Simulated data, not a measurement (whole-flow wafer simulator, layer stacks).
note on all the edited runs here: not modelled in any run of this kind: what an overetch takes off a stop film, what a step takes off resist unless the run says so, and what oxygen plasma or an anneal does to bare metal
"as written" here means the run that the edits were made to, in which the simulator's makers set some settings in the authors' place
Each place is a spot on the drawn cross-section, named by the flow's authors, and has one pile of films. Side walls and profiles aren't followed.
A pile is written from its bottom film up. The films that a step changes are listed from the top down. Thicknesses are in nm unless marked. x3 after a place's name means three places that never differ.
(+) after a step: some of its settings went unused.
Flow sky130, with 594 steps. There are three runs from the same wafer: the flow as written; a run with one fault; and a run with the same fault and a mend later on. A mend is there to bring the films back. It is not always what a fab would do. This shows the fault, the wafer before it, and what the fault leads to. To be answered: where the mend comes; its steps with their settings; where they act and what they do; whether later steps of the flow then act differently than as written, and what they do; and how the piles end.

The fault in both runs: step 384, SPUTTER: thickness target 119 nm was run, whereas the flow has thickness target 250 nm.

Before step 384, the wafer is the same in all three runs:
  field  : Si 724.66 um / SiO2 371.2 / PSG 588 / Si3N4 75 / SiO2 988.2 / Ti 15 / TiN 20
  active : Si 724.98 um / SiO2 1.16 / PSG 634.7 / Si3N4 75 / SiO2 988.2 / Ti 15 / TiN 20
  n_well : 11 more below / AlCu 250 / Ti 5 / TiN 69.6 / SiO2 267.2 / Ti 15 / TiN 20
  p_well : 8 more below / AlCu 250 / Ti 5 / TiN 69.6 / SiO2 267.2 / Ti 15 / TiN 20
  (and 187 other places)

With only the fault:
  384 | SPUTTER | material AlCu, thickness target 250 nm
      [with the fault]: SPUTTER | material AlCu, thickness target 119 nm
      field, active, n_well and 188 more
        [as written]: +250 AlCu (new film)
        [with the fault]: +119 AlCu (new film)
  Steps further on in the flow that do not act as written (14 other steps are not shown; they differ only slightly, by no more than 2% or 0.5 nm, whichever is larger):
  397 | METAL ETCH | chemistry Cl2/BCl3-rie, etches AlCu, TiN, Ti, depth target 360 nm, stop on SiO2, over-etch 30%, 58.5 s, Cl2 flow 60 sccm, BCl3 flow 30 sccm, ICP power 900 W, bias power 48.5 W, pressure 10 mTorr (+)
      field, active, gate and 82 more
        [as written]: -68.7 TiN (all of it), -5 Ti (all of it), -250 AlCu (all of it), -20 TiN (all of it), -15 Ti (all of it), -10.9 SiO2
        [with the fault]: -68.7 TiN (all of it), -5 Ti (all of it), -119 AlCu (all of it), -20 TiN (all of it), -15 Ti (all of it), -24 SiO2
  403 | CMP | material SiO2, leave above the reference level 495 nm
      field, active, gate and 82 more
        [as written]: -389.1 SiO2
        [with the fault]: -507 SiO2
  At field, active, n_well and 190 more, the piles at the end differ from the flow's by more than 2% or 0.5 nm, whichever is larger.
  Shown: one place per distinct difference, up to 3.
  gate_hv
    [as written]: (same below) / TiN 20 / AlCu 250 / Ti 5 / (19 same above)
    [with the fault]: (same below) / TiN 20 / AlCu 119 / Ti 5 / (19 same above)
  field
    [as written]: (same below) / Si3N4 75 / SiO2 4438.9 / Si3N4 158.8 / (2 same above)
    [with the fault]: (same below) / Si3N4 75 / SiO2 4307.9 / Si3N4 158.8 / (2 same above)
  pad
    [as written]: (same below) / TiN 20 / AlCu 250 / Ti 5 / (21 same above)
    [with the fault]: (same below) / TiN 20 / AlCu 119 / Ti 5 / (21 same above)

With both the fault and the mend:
  After step 384 comes the mend.
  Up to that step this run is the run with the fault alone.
  384a | SPUTTER | material AlCu, thickness target 131 nm (a further turn of the flow's step 384, with different settings)
      field, active, n_well and 188 more
        +131 AlCu
  Every later step of the flow that is run acts as written at every place that is followed.
  By the end, the piles equal the flow's at every place that both follow.
